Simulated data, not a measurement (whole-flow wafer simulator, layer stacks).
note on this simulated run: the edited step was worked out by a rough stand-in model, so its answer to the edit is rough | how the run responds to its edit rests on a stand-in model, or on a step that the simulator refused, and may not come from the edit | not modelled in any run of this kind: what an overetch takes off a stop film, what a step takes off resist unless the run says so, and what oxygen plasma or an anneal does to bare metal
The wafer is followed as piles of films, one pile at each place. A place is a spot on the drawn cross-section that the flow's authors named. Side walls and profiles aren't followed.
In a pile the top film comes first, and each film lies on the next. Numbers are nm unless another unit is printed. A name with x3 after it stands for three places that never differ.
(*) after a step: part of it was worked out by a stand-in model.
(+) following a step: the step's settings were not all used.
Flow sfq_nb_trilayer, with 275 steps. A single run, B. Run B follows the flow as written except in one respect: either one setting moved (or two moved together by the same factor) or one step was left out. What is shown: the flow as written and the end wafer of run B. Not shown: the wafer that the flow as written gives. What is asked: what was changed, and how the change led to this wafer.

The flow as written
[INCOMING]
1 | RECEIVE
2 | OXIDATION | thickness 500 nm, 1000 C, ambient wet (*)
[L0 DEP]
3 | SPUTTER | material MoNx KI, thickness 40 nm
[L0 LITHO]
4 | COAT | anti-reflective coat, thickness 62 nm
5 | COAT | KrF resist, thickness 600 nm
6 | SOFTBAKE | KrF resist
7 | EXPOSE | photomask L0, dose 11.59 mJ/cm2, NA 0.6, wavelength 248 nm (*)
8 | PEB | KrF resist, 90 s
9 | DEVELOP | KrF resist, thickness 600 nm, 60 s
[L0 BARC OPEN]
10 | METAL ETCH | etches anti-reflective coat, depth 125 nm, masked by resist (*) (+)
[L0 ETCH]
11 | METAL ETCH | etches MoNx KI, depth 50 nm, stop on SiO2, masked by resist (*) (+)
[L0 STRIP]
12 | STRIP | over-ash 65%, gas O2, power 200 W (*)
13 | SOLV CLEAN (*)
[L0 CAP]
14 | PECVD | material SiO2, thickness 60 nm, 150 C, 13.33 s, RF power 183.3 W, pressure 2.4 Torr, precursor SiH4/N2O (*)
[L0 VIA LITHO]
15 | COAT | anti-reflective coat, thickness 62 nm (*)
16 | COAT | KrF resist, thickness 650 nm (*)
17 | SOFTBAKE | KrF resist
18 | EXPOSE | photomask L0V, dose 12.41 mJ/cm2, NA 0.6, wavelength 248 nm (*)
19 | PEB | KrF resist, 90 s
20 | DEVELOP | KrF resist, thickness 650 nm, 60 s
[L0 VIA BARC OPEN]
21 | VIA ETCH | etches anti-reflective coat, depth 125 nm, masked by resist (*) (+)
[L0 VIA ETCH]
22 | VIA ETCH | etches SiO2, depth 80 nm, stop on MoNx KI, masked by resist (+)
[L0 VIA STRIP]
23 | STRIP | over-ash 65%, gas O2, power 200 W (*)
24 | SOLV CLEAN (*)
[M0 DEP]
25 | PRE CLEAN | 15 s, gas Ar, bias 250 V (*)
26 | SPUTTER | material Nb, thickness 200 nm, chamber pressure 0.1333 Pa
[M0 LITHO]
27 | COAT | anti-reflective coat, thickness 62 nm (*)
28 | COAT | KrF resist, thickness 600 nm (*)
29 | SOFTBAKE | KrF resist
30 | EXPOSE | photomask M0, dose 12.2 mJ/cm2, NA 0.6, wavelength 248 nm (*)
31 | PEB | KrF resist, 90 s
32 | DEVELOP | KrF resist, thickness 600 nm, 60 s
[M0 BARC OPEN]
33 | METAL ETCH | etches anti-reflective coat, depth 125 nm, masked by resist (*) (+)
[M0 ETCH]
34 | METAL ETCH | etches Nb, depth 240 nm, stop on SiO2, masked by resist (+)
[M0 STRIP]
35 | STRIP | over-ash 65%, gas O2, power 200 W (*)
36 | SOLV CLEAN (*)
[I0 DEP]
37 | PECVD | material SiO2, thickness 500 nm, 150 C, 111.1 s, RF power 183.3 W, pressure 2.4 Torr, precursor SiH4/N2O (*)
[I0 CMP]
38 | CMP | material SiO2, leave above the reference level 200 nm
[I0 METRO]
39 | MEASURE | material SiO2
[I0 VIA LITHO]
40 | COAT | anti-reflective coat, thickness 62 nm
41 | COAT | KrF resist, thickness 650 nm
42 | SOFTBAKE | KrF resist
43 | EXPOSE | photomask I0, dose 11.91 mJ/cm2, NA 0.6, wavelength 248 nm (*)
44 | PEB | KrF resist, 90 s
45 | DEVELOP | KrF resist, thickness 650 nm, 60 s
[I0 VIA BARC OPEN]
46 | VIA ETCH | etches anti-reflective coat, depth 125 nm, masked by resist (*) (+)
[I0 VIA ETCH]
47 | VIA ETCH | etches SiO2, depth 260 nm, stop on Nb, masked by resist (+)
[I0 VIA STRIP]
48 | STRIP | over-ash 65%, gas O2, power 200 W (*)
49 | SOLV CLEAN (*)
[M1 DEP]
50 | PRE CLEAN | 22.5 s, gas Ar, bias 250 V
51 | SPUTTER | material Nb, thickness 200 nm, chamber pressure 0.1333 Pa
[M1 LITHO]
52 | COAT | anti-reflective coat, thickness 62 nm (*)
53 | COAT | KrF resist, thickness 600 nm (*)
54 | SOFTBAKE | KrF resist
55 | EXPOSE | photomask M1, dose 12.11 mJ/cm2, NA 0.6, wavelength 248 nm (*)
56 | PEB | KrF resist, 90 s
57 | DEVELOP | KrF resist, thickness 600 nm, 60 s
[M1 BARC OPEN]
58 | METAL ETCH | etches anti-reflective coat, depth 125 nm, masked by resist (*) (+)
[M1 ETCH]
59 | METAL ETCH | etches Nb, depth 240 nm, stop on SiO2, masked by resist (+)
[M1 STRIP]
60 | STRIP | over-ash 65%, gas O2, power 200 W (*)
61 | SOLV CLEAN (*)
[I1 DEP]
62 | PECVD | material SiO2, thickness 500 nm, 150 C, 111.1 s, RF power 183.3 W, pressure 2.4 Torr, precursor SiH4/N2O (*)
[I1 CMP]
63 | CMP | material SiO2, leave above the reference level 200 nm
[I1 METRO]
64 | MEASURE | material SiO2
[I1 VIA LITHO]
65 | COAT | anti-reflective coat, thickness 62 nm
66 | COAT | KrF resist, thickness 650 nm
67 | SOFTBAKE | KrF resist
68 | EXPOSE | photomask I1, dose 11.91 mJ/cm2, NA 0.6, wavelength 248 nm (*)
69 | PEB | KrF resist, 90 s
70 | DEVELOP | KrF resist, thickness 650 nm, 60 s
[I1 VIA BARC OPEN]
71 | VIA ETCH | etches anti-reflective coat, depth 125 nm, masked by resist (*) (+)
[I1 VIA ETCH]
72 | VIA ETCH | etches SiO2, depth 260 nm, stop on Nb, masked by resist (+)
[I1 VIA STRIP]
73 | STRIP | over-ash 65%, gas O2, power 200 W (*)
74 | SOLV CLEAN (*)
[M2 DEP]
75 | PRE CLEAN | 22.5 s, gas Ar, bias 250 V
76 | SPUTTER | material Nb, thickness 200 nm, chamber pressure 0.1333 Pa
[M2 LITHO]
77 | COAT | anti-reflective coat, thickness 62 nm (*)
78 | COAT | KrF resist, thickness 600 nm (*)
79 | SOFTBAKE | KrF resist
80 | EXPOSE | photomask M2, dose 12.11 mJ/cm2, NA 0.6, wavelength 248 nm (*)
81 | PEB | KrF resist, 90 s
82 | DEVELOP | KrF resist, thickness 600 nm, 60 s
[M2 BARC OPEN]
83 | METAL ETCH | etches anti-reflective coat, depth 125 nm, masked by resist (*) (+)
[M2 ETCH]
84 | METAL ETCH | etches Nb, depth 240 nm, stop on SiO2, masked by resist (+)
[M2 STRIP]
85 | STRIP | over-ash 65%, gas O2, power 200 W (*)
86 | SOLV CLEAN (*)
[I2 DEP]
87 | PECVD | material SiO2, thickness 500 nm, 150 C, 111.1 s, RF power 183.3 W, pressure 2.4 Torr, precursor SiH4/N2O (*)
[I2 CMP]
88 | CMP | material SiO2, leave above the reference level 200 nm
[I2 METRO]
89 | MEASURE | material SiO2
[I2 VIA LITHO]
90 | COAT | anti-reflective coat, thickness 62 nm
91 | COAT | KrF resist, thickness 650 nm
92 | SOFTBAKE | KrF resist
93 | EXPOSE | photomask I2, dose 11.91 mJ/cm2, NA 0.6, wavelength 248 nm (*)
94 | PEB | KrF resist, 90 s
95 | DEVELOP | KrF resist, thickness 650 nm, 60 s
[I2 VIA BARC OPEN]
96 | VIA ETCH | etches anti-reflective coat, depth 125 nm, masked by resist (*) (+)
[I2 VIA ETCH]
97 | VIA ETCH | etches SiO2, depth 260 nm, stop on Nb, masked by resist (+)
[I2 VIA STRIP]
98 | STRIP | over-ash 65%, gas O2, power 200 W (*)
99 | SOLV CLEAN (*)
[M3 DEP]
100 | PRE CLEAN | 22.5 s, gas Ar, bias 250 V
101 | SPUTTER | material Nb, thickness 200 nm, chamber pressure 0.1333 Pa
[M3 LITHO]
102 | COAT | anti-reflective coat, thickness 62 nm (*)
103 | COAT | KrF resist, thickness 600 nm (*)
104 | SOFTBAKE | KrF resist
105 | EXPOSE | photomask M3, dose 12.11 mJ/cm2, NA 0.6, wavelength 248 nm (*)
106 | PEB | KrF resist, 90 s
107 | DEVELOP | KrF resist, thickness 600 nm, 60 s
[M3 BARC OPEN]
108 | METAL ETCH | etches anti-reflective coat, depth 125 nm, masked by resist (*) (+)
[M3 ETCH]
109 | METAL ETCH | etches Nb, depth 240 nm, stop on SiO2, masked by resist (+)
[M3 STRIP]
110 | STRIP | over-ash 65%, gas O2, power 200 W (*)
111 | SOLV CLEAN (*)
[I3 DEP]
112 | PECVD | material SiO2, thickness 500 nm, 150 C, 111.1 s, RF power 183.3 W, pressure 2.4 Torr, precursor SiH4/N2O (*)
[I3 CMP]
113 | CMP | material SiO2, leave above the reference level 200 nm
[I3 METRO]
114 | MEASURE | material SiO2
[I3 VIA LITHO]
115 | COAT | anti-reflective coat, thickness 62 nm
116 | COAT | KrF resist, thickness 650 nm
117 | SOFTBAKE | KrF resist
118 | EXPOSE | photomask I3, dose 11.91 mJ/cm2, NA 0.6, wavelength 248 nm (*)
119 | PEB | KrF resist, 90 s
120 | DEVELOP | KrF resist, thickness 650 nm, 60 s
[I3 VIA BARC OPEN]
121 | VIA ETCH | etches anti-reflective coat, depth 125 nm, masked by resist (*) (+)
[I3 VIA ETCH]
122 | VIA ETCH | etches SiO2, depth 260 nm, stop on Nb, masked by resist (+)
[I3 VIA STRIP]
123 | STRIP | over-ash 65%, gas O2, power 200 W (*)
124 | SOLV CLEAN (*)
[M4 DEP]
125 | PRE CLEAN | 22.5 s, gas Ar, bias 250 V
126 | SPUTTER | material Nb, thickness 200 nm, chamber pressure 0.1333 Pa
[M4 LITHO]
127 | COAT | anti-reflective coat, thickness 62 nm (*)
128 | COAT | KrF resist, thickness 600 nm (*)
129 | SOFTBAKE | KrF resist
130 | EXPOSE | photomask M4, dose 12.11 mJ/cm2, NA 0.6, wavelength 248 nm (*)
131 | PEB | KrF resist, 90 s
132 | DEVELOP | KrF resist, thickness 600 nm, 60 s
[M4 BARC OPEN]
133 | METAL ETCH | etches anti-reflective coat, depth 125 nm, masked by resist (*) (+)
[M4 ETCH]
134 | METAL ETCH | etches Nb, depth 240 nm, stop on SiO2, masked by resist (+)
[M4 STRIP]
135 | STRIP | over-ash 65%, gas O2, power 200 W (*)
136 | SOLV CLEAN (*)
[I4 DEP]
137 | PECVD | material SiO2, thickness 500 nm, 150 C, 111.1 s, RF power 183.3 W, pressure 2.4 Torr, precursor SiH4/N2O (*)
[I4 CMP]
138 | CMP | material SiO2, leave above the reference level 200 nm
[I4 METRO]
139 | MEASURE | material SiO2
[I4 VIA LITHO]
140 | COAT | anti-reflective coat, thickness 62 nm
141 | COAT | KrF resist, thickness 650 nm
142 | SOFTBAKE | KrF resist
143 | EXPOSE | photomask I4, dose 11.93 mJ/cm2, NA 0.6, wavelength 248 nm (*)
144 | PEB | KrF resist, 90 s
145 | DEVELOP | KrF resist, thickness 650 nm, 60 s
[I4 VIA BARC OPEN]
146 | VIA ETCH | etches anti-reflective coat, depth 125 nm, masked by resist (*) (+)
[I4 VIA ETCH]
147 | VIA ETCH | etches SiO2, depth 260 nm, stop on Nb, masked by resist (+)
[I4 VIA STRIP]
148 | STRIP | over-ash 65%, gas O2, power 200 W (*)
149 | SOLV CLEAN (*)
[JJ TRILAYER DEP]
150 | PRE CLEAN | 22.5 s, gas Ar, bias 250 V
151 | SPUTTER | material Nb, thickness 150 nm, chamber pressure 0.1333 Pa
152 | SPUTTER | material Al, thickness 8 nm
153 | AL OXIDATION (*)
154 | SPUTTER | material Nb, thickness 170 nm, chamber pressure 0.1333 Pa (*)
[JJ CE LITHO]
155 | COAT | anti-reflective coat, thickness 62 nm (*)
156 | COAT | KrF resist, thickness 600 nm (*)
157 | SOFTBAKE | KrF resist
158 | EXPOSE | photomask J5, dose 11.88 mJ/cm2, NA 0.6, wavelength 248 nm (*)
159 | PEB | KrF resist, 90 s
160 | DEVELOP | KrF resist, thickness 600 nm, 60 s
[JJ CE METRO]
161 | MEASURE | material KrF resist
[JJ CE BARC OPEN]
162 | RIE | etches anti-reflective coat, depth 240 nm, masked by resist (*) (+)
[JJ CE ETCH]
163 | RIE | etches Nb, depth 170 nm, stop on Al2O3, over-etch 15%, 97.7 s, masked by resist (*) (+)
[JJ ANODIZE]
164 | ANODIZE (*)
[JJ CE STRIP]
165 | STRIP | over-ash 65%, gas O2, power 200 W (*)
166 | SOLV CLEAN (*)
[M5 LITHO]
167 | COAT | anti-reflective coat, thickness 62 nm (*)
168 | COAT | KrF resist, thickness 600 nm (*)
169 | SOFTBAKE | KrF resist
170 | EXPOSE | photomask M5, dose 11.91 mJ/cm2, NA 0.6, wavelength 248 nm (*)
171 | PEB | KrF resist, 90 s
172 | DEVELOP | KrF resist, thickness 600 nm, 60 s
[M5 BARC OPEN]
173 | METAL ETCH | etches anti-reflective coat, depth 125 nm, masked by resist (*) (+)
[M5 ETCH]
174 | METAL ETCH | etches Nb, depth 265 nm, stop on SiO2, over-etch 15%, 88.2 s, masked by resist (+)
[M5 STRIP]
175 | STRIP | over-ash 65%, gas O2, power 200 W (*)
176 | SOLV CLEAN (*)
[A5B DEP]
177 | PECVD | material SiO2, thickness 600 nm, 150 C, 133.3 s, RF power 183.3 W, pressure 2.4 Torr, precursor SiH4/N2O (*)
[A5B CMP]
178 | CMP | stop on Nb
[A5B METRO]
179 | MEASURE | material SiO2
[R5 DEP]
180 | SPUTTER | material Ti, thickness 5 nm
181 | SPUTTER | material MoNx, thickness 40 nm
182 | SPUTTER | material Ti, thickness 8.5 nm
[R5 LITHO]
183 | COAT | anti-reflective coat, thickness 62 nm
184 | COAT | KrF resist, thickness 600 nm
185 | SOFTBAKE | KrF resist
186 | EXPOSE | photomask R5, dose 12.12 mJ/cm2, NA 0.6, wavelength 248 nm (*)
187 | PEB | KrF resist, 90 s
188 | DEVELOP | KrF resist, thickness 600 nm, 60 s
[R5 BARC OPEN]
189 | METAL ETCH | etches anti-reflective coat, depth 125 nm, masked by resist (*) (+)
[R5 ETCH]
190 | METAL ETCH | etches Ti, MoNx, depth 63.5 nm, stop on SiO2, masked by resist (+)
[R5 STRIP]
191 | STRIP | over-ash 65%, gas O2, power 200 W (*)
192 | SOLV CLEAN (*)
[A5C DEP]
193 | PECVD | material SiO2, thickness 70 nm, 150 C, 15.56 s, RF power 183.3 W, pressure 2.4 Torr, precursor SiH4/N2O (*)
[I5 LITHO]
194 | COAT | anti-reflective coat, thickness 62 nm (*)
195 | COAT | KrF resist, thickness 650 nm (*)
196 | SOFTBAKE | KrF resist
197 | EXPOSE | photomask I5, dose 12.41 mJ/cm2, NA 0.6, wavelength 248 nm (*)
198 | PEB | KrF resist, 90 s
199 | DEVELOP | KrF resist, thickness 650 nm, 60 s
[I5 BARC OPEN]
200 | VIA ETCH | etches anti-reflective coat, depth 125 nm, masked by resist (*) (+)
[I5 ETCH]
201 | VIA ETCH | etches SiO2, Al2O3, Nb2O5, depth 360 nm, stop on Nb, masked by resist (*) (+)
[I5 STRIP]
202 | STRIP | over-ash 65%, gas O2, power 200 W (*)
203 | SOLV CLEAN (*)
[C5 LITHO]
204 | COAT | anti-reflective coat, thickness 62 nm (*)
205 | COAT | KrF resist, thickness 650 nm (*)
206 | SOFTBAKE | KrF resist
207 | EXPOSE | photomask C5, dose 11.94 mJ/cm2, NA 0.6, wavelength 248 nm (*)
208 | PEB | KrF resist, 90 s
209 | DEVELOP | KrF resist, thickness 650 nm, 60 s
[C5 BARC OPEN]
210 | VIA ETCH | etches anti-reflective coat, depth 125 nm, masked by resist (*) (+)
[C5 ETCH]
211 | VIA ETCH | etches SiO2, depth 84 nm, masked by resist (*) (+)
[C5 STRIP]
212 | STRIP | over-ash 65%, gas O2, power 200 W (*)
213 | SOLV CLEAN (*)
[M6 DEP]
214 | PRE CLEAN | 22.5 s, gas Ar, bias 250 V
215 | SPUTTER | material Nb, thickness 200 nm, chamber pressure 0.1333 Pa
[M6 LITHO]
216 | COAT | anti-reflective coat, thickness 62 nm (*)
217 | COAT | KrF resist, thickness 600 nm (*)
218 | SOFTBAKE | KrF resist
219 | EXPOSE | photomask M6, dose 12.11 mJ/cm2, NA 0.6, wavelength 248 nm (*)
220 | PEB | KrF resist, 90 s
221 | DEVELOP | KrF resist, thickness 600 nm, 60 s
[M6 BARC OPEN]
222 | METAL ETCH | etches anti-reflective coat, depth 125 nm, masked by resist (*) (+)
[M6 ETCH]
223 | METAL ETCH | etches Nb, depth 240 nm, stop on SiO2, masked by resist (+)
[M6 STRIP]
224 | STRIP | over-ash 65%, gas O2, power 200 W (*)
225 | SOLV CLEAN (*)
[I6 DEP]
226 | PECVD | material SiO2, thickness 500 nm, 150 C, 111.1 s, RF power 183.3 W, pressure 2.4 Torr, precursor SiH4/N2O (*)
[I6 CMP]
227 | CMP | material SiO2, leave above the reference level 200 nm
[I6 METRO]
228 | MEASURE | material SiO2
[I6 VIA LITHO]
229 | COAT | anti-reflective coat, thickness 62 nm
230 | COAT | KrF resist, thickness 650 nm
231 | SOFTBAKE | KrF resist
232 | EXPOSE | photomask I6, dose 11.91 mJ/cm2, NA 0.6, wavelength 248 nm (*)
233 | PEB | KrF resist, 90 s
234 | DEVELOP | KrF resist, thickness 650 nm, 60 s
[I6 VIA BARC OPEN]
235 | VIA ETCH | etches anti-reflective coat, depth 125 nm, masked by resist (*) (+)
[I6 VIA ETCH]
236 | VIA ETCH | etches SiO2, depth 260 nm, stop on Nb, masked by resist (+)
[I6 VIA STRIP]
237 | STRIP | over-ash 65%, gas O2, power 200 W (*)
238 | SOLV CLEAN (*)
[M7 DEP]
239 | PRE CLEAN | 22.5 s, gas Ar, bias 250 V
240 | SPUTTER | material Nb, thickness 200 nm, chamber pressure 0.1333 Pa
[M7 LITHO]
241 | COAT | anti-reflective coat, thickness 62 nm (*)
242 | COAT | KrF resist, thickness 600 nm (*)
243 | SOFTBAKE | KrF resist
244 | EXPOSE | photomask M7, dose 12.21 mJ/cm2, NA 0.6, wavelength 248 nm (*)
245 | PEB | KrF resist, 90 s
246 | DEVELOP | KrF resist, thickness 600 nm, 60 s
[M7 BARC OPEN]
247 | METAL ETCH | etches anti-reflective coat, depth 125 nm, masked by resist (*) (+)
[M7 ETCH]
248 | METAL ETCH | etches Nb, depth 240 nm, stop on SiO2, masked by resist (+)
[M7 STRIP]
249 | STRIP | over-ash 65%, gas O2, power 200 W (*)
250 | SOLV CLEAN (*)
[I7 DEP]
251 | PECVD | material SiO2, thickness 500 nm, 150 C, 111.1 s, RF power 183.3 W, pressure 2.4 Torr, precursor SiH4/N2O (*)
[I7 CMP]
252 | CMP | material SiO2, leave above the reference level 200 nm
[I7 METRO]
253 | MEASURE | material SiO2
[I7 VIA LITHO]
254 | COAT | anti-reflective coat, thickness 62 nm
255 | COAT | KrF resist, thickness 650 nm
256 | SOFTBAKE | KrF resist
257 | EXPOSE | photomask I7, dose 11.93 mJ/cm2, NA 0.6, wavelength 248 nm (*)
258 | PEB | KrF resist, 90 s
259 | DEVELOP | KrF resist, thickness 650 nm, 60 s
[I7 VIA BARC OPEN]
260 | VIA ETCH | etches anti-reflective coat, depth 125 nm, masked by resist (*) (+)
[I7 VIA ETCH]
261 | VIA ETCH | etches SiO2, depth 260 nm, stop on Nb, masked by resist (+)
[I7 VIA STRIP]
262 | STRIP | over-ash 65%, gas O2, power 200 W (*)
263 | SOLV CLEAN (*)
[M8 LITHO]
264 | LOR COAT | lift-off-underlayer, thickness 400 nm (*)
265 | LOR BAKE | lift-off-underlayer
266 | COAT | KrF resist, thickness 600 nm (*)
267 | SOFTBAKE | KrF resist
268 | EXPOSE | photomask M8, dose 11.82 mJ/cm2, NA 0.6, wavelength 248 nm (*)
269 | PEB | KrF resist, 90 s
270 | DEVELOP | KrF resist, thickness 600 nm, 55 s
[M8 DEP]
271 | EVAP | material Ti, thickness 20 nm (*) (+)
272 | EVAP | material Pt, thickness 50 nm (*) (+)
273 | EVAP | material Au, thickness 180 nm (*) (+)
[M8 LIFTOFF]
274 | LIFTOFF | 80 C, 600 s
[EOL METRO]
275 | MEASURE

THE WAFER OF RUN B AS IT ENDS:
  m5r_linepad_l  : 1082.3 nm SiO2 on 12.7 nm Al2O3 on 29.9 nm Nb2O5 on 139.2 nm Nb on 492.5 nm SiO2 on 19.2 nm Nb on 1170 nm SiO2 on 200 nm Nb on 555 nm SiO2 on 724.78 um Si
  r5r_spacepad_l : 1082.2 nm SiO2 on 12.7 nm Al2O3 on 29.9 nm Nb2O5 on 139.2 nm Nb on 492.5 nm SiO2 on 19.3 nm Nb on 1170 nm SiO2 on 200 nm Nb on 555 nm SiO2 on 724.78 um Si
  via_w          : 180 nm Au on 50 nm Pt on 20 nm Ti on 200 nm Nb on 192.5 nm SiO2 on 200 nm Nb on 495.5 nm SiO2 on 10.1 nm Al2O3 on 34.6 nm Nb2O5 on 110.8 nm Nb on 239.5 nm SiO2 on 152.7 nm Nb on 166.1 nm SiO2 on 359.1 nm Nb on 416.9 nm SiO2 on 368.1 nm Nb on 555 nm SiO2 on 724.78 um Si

What caused this: step 112, PECVD: thickness 200 nm was run, whereas the flow has thickness 500 nm; step 112, PECVD: 44.44 s was run, where the flow has 111.1 s.

How this came from the change, step by step:
  112 | PECVD | material SiO2, thickness 500 nm, 150 C, 111.1 s, RF power 183.3 W, pressure 2.4 Torr, precursor SiH4/N2O (*)
      field_l, be, be_sur and 64 more: SiO2 gains 200 (in the flow as written it would be: SiO2 gains 500)
      v_sur, via_wl, via_wr and 27 more: SiO2 gains 200 (new film) (in the flow as written it would be: SiO2 gains 500 (new film))
      (as well as at 9 more places)
  113 | CMP | material SiO2, leave above the reference level 200 nm
      field_l, be, be_sur and 64 more: nothing (in the flow as written it would be: SiO2 loses 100)
      v_sur, via_wl, via_wr and 27 more: nothing (in the flow as written it would be: SiO2 loses 300)
      (as well as at 9 more places)
  115 | COAT | anti-reflective coat, thickness 62 nm
      m0r_space_l, m0r_space_r, m6r_space_l, m6r_space_r, m7r_space_l, m7r_space_r: anti-reflective coat gains 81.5 (new film) (in the flow as written it would be: anti-reflective coat gains 62 (new film))
      p3_l1, p3_l2, p3_l3: anti-reflective coat gains 41.3 (new film) (in the flow as written it would be: anti-reflective coat gains 62 (new film))
      (as well as at 82 more places)
  116 | COAT | KrF resist, thickness 650 nm
      m0r_space_l, m0r_space_r, m5r_space_l, m5r_space_r, m6r_space_l, m6r_space_r, m7r_space_l, m7r_space_r: KrF resist gains 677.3 (new film) (in the flow as written it would be: KrF resist gains 650 (new film))
      m0r_line_l, m0r_line_r, m6r_line_l, m6r_line_r, m7r_line_l, m7r_line_r: KrF resist gains 687.3 (new film) (in the flow as written it would be: KrF resist gains 650 (new film))
      (as well as at 71 more places)
  120 | DEVELOP | KrF resist, thickness 650 nm, 60 s
      via_v: KrF resist loses 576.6 (all of it) (in the flow as written it would be: KrF resist loses 648.6 (all of it))
  121 | VIA ETCH | etches anti-reflective coat, depth 125 nm, masked by resist (*) (+)
      field_l, v_sur, via_wl and 102 more: KrF resist loses 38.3 (in the flow as written it would be: KrF resist loses 51.7)
      via_v: anti-reflective coat loses 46 (all of it), SiO2 loses 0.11 (in the flow as written it would be: anti-reflective coat loses 62 (all of it), SiO2 loses 0.16)
  123 | STRIP | over-ash 65%, gas O2, power 200 W (*)
      m0r_line_l, m0r_line_r, m6r_line_l, m6r_line_r, m7r_line_l, m7r_line_r: KrF resist loses 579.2 (all of it), anti-reflective coat loses 61.5 (all of it) (in the flow as written it would be: KrF resist loses 528.6 (all of it), anti-reflective coat loses 62 (all of it))
      m0r_space_l, m0r_space_r, m6r_space_l, m6r_space_r, m7r_space_l, m7r_space_r: KrF resist loses 569.2 (all of it), anti-reflective coat loses 81.5 (all of it) (in the flow as written it would be: KrF resist loses 528.6 (all of it), anti-reflective coat loses 62 (all of it))
      (as well as at 93 more places)
  126 | SPUTTER | material Nb, thickness 200 nm, chamber pressure 0.1333 Pa
      via_w: Nb gains 152.7 (new film) (in the flow as written it would be: Nb gains 200 (new film))
  127 | COAT | anti-reflective coat, thickness 62 nm (*)
      m0r_space_l, m0r_space_r, m6r_space_l, m6r_space_r, m7r_space_l, m7r_space_r: anti-reflective coat gains 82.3 (new film) (in the flow as written it would be: anti-reflective coat gains 62 (new film))
      p3_l1, p3_l2, p3_l3: anti-reflective coat gains 42.1 (new film) (in the flow as written it would be: anti-reflective coat gains 62 (new film))
      (as well as at 82 more places)
  128 | COAT | KrF resist, thickness 600 nm (*)
      m0r_line_l, m0r_line_r, m6r_line_l, m6r_line_r, m7r_line_l, m7r_line_r: KrF resist gains 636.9 (new film) (in the flow as written it would be: KrF resist gains 600 (new film))
      m0r_space_l, m0r_space_r, m6r_space_l, m6r_space_r, m7r_space_l, m7r_space_r: KrF resist gains 626.8 (new film) (in the flow as written it would be: KrF resist gains 600 (new film))
      (as well as at 73 more places)
  132 | DEVELOP | KrF resist, thickness 600 nm, 60 s
      m0r_line_l, m0r_line_r, m6r_line_l, m6r_line_r, m7r_line_l, m7r_line_r: KrF resist loses 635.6 (all of it) (in the flow as written it would be: KrF resist loses 598.7 (all of it))
      m0r_space_l, m0r_space_r, m6r_space_l, m6r_space_r, m7r_space_l, m7r_space_r: KrF resist loses 625.5 (all of it) (in the flow as written it would be: KrF resist loses 598.7 (all of it))
      (as well as at 37 more places)
  133 | METAL ETCH | etches anti-reflective coat, depth 125 nm, masked by resist (*) (+)
      m5r_linepad_l, m5r_linepad_r, r5r_spacepad_l, r5r_spacepad_r, m8r_pad_l, m8r_pad_r: anti-reflective coat loses 125 (in the flow as written it would be: anti-reflective coat loses 62 (all of it))
      v_sur, via_wl, via_w and 36 more: KrF resist loses 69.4 (in the flow as written it would be: KrF resist loses 51.7)
      (as well as at 49 more places)
  134 | METAL ETCH | etches Nb, depth 240 nm, stop on SiO2, masked by resist (+)
      m5r_linepad_l, m5r_linepad_r: anti-reflective coat loses 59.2 (all of it), Nb loses 180.8 (in the flow as written it would be: Nb loses 200 (all of it))
      r5r_spacepad_l, r5r_spacepad_r: anti-reflective coat loses 59.3 (all of it), Nb loses 180.7 (in the flow as written it would be: Nb loses 200 (all of it))
      (as well as at 2 more places)
  135 | STRIP | over-ash 65%, gas O2, power 200 W (*)
      v_sur: KrF resist loses 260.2 (all of it), anti-reflective coat loses 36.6 (all of it) (in the flow as written it would be: KrF resist loses 379.9 (all of it), anti-reflective coat loses 61.4 (all of it))
      via_wl: KrF resist loses 270.5 (all of it), anti-reflective coat loses 30.2 (all of it) (in the flow as written it would be: KrF resist loses 379.4 (all of it), anti-reflective coat loses 61.3 (all of it))
      (as well as at 37 more places)
  137 | PECVD | material SiO2, thickness 500 nm, 150 C, 111.1 s, RF power 183.3 W, pressure 2.4 Torr, precursor SiH4/N2O (*)
      m5r_linepad_l, m5r_linepad_r, r5r_spacepad_l, r5r_spacepad_r: SiO2 gains 500 (new film) (in the flow as written it would be: SiO2 gains 500)
      p3_s0, p3_s1, p3_s2, p3_s3, p3_s4, p3_s5: SiO2 gains 900 (in the flow as written it would be: SiO2 gains 557.1)
      (as well as at 3 more places)
  138 | CMP | material SiO2, leave above the reference level 200 nm
      field_l, be, be_sur and 55 more: nothing (in the flow as written it would be: SiO2 loses 100)
      lsp_r, l0_sur, l0v: nothing (in the flow as written it would be: SiO2 loses 91.9)
      (as well as at 15 more places)
  ... another 61 steps ...
  274 | LIFTOFF | 80 C, 600 s
      be: Au loses 180 (all of it), Pt loses 50 (all of it), Ti loses 20 (all of it), KrF resist loses 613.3 (all of it), lift-off-underlayer loses 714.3 (all of it) (in the flow as written it would be: Au loses 180 (all of it), Pt loses 50 (all of it), Ti loses 20 (all of it), KrF resist loses 572.1 (all of it), lift-off-underlayer loses 398.5 (all of it))
      be_sur: Au loses 180 (all of it), Pt loses 50 (all of it), Ti loses 20 (all of it), KrF resist loses 587.1 (all of it), lift-off-underlayer loses 366.6 (all of it) (in the flow as written it would be: Au loses 180 (all of it), Pt loses 50 (all of it), Ti loses 20 (all of it), KrF resist loses 572.6 (all of it), lift-off-underlayer loses 398.9 (all of it))
      (as well as at 1 more place)
Taking metal films that touch as one body, m5r_linepad_l has 3 bodies (between them, from the top down: SiO2 492.5; SiO2 1170); the flow as written gives 2 bodies (between them, from the top down: SiO2 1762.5).
Taking metal films that touch as one body, r5r_spacepad_l has 3 bodies (between them, from the top down: SiO2 492.5; SiO2 1170); the flow as written gives 2 bodies (between them, from the top down: SiO2 1762.5).
Taking metal films that touch as one body, via_w has 6 bodies (between them, from the top down: SiO2 192.5; SiO2 495.5 / Al2O3 10.1 / Nb2O5 34.6; SiO2 239.5; SiO2 166.1; SiO2 416.9); the flow as written gives 5 bodies (between them, from the top down: SiO2 192.5; SiO2 427.3 / Al2O3 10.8 / Nb2O5 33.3; SiO2 425.9; SiO2 416.9).
